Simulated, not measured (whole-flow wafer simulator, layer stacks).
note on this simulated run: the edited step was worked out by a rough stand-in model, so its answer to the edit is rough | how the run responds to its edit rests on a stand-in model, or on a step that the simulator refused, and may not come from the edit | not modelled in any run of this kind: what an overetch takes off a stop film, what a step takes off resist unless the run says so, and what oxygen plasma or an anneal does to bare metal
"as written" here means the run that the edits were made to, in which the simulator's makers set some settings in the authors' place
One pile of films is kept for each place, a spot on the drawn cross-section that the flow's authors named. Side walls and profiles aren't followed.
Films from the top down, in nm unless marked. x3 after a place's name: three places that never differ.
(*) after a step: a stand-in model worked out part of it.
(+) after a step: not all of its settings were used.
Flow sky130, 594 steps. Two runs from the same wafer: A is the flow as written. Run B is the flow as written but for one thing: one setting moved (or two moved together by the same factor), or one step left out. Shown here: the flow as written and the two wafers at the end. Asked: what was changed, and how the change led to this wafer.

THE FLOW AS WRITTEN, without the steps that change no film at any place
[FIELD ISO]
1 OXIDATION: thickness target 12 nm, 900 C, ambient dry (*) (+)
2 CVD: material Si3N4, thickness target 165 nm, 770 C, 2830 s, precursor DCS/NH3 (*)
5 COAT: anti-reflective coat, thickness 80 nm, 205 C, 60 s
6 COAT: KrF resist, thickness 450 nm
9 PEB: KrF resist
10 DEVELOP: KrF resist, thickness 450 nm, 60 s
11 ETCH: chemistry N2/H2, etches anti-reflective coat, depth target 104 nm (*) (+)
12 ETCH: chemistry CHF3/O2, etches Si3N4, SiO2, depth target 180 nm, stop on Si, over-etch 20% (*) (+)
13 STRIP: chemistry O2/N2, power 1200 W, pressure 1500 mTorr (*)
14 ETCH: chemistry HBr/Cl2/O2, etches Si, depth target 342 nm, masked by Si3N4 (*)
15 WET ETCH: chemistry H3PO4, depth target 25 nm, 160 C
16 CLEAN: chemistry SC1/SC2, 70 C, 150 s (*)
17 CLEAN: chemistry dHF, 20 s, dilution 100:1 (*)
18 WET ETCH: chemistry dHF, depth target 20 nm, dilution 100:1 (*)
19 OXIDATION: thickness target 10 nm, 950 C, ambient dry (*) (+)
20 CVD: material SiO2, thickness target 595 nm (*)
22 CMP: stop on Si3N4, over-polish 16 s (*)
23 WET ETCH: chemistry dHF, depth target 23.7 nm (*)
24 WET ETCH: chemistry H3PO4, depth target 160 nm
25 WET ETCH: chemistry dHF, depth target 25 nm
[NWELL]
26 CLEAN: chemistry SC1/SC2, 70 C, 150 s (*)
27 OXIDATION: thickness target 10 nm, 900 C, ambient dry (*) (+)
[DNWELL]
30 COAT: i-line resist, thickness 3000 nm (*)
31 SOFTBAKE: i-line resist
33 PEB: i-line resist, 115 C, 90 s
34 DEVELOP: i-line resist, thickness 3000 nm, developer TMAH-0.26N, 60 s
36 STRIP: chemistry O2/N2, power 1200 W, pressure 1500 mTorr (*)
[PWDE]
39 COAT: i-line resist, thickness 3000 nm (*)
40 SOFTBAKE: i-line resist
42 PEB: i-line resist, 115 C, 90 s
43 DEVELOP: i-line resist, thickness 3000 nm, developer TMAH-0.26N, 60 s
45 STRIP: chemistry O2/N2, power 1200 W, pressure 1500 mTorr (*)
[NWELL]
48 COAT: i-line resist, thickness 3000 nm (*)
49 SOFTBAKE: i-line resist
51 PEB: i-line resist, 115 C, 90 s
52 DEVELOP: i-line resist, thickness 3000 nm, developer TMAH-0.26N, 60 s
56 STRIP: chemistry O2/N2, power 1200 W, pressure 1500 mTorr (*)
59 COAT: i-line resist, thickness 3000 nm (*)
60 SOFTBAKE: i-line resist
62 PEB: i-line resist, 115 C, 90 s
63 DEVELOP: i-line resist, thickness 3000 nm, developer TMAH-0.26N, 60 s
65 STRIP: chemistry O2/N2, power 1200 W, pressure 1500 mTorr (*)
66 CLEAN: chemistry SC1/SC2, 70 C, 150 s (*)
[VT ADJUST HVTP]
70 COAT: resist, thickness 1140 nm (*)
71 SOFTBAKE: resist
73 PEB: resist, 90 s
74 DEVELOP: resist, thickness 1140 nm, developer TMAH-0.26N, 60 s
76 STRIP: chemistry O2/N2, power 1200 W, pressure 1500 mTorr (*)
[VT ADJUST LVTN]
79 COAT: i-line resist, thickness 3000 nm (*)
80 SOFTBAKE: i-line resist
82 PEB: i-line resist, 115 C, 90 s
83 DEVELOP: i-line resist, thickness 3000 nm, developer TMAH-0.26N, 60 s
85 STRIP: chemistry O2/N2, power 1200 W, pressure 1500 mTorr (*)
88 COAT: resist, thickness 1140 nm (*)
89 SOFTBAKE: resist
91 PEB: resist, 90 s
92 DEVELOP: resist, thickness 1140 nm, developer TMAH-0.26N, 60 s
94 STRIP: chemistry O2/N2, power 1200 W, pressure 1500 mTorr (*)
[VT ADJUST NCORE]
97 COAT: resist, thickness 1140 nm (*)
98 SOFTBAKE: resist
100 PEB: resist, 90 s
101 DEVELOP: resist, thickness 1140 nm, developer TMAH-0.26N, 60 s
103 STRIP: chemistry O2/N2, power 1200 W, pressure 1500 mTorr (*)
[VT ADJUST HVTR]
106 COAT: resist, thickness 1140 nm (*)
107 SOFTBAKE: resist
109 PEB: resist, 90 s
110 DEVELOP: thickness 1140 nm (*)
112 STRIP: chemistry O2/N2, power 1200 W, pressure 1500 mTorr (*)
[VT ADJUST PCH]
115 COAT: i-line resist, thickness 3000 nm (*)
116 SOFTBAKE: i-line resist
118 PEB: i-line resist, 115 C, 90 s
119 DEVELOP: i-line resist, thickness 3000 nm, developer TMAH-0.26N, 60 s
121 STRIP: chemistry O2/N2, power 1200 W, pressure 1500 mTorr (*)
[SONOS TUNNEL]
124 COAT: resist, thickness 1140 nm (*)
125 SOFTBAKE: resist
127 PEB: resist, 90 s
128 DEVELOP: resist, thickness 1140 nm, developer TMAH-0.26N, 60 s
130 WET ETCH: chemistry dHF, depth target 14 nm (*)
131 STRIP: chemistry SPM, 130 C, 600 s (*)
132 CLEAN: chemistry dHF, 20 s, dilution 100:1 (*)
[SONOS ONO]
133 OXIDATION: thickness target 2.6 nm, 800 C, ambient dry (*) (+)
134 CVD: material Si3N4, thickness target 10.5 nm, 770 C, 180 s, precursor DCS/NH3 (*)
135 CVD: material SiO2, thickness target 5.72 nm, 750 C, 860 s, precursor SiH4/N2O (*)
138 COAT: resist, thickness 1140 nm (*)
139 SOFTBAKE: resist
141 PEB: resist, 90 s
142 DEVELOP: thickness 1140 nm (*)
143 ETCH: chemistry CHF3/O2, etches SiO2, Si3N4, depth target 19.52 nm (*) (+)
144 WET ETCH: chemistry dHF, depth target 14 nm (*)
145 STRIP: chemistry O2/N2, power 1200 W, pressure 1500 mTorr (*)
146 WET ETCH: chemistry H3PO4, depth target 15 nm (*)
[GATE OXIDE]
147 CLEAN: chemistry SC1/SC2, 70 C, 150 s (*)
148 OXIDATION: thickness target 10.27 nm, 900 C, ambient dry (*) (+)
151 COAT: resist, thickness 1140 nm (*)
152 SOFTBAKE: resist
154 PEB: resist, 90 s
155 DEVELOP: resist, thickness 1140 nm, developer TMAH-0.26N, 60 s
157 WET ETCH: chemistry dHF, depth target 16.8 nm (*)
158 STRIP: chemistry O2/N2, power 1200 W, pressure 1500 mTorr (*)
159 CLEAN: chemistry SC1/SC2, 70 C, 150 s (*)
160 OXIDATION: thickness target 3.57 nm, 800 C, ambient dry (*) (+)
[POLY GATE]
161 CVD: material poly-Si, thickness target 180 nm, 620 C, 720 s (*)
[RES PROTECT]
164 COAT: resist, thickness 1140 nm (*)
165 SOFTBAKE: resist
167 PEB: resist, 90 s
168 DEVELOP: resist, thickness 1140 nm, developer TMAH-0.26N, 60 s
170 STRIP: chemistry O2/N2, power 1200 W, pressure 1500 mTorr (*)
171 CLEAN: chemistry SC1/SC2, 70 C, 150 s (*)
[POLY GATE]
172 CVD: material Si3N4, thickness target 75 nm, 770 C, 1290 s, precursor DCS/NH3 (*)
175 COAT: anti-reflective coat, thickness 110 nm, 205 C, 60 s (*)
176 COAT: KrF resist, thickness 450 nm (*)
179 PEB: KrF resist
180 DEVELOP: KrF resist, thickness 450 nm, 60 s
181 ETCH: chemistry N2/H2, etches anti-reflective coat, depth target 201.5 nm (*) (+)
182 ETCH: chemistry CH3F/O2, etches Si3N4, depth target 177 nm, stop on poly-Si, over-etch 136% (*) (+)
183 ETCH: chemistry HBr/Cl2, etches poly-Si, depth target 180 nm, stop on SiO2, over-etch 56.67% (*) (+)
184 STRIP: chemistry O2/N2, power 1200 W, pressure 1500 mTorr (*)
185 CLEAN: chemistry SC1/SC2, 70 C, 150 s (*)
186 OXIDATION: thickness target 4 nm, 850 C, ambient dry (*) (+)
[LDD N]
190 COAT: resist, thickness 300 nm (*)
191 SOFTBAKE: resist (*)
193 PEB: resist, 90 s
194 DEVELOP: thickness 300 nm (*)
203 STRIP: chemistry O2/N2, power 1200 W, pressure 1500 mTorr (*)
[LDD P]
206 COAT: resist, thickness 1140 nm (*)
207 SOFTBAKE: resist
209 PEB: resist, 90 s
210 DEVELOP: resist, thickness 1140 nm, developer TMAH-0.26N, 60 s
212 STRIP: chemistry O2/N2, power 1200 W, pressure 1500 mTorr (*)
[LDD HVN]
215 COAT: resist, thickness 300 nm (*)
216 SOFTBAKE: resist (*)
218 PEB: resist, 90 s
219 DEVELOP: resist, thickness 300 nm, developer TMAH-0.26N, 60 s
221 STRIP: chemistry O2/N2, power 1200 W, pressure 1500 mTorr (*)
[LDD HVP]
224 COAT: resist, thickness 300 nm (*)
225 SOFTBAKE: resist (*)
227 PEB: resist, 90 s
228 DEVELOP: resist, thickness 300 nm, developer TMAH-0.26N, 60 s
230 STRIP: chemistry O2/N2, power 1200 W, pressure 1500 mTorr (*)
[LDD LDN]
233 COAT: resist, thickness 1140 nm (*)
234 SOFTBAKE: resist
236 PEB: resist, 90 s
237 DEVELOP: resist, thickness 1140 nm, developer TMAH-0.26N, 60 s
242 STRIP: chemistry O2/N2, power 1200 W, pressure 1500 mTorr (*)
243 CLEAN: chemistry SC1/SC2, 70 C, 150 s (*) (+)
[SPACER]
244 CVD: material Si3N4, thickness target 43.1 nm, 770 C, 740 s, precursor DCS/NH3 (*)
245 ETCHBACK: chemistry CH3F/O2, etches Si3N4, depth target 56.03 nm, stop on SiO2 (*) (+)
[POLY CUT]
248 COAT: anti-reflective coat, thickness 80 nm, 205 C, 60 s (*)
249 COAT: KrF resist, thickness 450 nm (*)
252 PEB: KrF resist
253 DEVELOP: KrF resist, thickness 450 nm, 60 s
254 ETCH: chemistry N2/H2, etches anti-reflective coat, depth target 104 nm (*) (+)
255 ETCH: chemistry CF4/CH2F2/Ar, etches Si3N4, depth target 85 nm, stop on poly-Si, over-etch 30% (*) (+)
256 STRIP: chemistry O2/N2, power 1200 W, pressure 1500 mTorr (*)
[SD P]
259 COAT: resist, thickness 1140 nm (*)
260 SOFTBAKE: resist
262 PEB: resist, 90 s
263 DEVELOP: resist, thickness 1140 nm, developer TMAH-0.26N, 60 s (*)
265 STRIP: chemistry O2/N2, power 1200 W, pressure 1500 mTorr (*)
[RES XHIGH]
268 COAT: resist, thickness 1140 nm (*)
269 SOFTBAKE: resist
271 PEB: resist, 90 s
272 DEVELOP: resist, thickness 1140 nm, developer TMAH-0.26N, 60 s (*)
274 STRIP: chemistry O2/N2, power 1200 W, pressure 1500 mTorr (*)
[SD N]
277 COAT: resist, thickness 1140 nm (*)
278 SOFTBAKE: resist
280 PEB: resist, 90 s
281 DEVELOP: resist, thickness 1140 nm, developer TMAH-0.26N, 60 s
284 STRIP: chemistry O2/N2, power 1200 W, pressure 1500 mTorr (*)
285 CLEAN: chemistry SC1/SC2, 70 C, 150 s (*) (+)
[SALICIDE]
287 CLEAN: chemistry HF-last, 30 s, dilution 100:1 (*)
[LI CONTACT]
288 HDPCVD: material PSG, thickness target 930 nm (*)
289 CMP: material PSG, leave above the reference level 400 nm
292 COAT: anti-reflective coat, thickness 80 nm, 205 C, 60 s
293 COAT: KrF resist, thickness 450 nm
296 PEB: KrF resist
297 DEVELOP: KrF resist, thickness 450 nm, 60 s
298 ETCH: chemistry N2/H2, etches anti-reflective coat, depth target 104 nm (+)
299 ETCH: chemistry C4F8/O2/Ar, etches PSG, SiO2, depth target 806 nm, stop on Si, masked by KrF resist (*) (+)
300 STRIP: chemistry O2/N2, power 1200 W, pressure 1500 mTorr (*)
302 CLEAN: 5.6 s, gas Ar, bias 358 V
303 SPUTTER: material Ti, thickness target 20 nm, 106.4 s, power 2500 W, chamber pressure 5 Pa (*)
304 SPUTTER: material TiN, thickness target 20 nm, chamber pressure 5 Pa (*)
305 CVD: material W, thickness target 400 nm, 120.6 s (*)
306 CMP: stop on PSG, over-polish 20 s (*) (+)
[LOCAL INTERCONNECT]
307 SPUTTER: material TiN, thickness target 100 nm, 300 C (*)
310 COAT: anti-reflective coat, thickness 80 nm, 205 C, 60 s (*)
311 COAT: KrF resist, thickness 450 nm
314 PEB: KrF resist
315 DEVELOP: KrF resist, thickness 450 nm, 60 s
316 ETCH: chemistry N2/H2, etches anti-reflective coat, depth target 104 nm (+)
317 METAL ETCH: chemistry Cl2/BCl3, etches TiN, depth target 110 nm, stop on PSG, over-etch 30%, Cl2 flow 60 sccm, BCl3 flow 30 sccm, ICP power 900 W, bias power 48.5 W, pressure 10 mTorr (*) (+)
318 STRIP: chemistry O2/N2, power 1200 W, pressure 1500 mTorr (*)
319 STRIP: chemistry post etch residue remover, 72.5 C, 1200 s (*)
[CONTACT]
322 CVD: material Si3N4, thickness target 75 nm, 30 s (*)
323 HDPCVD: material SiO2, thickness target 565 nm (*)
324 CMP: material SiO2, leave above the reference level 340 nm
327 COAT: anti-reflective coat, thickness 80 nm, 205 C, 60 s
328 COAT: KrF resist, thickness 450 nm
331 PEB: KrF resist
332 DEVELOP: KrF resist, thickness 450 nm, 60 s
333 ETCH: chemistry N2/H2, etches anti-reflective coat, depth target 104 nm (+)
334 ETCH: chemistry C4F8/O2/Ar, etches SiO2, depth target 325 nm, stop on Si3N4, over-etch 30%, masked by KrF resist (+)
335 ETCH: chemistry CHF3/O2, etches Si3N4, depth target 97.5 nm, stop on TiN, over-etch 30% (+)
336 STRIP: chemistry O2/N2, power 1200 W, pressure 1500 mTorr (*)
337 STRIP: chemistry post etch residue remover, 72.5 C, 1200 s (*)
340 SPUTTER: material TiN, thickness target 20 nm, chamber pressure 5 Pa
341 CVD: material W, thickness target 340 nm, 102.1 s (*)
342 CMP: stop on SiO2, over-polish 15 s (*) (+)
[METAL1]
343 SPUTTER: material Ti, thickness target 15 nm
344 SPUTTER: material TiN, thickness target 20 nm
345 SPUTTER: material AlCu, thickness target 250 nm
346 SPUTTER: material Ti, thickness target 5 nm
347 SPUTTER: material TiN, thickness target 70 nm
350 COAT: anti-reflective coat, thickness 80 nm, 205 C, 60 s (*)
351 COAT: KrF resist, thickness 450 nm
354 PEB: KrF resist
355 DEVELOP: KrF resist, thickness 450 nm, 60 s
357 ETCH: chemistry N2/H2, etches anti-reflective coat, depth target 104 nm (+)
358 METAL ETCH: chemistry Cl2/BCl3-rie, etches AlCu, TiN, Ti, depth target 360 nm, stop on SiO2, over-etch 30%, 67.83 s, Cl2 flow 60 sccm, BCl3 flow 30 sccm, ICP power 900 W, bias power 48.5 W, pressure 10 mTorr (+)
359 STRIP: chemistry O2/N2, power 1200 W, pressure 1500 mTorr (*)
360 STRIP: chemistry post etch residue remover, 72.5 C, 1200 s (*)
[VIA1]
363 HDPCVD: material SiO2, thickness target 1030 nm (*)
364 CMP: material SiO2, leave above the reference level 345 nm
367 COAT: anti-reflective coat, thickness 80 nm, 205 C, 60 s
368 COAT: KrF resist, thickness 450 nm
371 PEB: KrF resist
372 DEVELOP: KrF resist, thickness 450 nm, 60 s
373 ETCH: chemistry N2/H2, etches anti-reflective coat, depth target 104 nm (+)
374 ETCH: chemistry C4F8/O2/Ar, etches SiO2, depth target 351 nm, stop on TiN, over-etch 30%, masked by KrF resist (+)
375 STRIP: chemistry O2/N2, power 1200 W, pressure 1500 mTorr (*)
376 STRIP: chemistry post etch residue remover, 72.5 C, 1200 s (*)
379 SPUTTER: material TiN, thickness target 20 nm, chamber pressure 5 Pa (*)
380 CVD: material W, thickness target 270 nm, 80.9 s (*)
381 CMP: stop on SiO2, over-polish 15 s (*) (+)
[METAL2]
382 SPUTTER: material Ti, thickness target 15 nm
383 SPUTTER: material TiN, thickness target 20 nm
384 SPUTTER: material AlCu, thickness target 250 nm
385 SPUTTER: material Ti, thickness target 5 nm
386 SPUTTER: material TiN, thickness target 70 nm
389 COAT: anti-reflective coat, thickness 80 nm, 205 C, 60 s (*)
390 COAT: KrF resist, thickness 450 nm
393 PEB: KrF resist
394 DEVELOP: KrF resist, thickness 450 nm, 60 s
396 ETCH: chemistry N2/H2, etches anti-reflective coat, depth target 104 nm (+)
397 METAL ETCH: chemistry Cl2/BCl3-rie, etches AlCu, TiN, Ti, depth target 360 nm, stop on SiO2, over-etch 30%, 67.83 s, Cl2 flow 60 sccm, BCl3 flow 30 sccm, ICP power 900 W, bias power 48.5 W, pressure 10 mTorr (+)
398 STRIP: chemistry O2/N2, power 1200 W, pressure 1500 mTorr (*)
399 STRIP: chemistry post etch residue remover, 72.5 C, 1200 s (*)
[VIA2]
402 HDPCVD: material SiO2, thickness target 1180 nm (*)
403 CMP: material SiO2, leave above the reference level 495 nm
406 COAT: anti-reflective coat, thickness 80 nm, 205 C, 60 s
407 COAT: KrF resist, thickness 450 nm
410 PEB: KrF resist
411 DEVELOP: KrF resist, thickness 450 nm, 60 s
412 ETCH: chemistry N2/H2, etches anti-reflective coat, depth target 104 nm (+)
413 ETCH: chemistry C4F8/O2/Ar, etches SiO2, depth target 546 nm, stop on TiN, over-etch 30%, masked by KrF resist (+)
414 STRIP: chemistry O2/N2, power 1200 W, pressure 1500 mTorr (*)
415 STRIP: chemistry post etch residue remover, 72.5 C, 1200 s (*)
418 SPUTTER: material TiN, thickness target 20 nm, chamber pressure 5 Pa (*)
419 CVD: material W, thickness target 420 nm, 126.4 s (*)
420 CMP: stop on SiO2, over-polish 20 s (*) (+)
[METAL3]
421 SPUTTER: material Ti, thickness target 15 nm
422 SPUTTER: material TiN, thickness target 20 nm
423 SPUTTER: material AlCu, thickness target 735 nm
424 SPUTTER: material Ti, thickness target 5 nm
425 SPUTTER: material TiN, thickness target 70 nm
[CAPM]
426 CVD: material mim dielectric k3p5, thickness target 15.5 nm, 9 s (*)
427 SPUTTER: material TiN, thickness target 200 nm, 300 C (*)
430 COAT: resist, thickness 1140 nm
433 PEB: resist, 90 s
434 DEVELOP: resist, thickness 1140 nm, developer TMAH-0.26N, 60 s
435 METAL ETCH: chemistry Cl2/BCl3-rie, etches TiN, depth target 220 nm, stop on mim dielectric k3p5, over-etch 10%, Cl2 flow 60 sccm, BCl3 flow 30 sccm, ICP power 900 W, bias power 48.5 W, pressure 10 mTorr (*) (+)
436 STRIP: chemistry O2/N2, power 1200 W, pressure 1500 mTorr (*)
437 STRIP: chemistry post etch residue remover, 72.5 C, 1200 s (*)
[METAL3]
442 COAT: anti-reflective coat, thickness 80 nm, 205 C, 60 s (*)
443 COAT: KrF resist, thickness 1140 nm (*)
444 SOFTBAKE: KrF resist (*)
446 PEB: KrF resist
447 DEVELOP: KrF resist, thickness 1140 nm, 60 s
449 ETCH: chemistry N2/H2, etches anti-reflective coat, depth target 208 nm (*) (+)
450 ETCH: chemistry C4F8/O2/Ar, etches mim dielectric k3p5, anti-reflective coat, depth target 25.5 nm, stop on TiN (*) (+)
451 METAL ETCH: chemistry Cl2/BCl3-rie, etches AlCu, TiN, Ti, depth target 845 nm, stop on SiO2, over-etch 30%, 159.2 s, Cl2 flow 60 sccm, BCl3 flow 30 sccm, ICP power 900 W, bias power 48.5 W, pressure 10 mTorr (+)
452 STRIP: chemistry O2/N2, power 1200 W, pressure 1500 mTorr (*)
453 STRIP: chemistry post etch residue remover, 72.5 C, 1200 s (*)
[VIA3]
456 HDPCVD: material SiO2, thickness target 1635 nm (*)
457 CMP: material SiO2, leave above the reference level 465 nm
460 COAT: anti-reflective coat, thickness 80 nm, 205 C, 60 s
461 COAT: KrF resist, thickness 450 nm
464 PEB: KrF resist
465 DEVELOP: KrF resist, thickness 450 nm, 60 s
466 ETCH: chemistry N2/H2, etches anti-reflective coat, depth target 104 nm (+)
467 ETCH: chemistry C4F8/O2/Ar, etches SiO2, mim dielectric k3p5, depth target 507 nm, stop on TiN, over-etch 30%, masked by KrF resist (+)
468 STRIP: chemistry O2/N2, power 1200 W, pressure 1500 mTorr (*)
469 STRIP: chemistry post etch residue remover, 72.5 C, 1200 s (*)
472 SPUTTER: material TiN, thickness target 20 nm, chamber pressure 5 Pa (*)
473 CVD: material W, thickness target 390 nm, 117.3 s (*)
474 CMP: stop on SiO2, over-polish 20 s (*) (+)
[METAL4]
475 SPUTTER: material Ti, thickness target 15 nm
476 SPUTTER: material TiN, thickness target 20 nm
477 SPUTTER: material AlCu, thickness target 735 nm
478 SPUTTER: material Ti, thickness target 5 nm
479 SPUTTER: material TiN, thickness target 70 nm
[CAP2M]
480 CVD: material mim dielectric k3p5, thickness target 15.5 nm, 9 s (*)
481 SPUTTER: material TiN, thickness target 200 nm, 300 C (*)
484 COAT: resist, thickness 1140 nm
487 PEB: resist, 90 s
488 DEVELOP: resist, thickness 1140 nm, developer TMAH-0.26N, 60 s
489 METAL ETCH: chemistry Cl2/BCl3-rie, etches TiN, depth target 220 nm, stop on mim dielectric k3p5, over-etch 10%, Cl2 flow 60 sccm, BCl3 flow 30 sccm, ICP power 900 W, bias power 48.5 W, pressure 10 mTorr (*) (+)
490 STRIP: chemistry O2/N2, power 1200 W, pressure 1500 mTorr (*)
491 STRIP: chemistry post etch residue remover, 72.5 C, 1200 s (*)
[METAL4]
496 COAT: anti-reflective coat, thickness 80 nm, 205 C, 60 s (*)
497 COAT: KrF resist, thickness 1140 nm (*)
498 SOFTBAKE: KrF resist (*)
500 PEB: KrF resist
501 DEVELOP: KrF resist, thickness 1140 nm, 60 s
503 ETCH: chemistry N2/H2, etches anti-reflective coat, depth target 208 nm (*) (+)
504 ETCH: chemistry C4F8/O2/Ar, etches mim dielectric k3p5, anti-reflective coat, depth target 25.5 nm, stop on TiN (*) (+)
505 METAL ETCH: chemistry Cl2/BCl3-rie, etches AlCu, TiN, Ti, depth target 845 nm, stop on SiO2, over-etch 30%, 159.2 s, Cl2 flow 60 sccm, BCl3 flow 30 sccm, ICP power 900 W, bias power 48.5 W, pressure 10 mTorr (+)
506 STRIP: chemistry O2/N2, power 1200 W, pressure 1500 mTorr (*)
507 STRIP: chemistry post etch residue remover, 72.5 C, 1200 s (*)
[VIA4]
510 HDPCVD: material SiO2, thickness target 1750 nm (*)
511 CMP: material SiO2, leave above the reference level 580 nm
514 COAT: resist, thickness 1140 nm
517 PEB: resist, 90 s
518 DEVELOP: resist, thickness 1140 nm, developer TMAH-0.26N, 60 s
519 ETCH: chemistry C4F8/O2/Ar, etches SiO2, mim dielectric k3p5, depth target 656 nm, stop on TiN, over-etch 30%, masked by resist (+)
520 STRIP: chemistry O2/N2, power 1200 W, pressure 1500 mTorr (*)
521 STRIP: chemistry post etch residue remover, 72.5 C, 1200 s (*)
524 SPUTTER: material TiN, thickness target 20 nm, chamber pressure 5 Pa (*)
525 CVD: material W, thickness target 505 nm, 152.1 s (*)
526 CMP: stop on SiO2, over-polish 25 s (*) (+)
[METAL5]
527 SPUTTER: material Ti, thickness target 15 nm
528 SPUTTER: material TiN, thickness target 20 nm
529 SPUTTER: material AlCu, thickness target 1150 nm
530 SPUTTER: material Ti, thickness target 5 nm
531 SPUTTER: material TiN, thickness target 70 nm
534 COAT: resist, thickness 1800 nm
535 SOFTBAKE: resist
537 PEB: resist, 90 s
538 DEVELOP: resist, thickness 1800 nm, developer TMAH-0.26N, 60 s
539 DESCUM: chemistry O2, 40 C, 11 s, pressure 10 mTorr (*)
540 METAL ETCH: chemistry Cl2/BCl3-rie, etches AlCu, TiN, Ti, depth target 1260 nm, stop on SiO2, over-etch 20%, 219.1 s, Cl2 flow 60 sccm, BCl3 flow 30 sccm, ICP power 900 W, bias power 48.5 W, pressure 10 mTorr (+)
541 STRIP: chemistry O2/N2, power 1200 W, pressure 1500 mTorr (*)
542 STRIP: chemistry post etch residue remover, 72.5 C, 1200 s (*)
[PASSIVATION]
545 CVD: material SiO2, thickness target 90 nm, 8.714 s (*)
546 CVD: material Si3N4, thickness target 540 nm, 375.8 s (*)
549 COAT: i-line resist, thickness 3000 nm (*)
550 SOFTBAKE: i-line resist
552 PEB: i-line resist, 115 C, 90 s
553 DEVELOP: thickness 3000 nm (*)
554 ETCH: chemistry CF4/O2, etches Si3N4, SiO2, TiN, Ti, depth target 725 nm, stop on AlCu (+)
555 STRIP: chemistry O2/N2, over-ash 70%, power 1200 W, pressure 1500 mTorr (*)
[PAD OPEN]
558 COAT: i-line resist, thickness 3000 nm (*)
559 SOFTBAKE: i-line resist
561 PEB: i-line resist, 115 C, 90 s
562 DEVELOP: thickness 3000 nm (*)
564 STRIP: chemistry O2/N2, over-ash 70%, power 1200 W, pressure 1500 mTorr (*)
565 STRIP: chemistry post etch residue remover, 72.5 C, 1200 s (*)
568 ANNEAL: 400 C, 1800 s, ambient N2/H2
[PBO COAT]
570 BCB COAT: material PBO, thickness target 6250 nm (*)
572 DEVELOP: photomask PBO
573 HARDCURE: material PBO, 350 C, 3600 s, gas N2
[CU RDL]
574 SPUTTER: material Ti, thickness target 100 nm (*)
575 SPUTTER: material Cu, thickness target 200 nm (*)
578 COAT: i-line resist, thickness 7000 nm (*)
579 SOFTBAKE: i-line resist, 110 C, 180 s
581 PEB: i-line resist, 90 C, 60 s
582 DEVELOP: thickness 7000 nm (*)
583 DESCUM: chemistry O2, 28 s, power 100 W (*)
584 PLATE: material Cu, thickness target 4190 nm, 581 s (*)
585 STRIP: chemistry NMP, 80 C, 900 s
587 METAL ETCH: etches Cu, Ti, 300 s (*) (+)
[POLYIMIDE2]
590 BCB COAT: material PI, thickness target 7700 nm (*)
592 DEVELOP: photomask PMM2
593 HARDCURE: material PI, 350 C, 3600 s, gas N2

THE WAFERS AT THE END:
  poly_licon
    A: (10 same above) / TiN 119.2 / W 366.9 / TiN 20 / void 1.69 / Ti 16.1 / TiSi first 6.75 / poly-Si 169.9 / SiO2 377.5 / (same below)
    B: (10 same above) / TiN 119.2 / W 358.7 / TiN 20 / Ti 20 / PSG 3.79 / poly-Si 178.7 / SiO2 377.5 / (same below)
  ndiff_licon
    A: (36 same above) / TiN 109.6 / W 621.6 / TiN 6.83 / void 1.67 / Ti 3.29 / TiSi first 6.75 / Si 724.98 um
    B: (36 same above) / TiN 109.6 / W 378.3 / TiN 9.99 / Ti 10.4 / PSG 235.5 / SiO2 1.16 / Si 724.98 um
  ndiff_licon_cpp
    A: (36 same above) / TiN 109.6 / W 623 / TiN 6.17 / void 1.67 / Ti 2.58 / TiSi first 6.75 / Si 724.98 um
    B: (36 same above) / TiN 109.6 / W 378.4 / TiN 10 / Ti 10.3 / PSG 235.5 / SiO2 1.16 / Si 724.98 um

The cause: step 299, ETCH: depth target 403 nm was run, where the flow has depth target 806 nm.

How the change led to this, step by step:
  299 ETCH: chemistry C4F8/O2/Ar, etches PSG, SiO2, depth target 806 nm, stop on Si, masked by KrF resist (*) (+)
      contact, ndiff_licon, ndiff_licon_cpp: A PSG -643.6 (all of it), SiO2 -1.16 (all of it) | B PSG -403
      poly_licon, rpo_hd_licon: A PSG -411.9 (all of it) | B PSG -403
      (and at 187 more places)
  300 STRIP: chemistry O2/N2, power 1200 W, pressure 1500 mTorr (*)
      contact, ndiff_licon, ndiff_licon_cpp: A chemical SiO2 +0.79 (new film), Si -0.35 | B nothing
      poly_licon, rpo_hd_licon: A chemical SiO2 +0.79 (new film), poly-Si -0.35 | B nothing
      (and at 187 more places)
  302 CLEAN: 5.6 s, gas Ar, bias 358 V
      contact, ndiff_licon, ndiff_licon_cpp: A chemical SiO2 -0.79 (all of it) | B PSG -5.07
      poly_licon, rpo_hd_licon: A chemical SiO2 -0.79 (all of it), poly-Si -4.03 | B PSG -5.07
  303 SPUTTER: material Ti, thickness target 20 nm, 106.4 s, power 2500 W, chamber pressure 5 Pa (*)
      ndiff_licon: A Ti +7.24 (new film) | B Ti +10.4 (new film)
      ndiff_licon_cpp: A Ti +6.53 (new film) | B Ti +10.3 (new film)
  304 SPUTTER: material TiN, thickness target 20 nm, chamber pressure 5 Pa (*)
      ndiff_licon: A TiN +6.83 (new film) | B TiN +9.99 (new film)
      ndiff_licon_cpp: A TiN +6.17 (new film) | B TiN +10 (new film)
  305 CVD: material W, thickness target 400 nm, 120.6 s (*)
      ndiff_licon: A W +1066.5 (new film) | B W +823.2 (new film)
      ndiff_licon_cpp: A W +1067.9 (new film) | B W +823.3 (new film)
  306 CMP: stop on PSG, over-polish 20 s (*) (+)
      poly_licon: A W -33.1 | B W -41.3
  568 ANNEAL: 400 C, 1800 s, ambient N2/H2
      poly_licon, rpo_hd_licon: A under 11 films: void +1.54 (new film), Ti -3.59, TiSi first +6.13 (new film), poly-Si -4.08 | B nothing
      ndiff_licon, ndiff_licon_cpp: A under 37 films: void +1.52 (new film), Ti -3.59, TiSi first +6.13 (new film), Si -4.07 | B nothing
Counting metal films that touch as one body, poly_licon has 1 body; the flow as written gives 2 bodies (between them, from the top down: void 1.69).
Counting metal films that touch as one body, ndiff_licon has 5 bodies (between them, from the top down: SiO2 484 / mim dielectric k3p5 15.5; SiO2 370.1 / mim dielectric k3p5 15.5; SiO2 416; SiO2 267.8); the flow as written gives 6 bodies (between them, from the top down: SiO2 484 / mim dielectric k3p5 15.5; SiO2 370.1 / mim dielectric k3p5 15.5; SiO2 416; SiO2 267.8; void 1.67).
Counting metal films that touch as one body, ndiff_licon_cpp has 5 bodies (between them, from the top down: SiO2 484 / mim dielectric k3p5 15.5; SiO2 370.1 / mim dielectric k3p5 15.5; SiO2 416; SiO2 267.8); the flow as written gives 6 bodies (between them, from the top down: SiO2 484 / mim dielectric k3p5 15.5; SiO2 370.1 / mim dielectric k3p5 15.5; SiO2 416; SiO2 267.8; void 1.67).
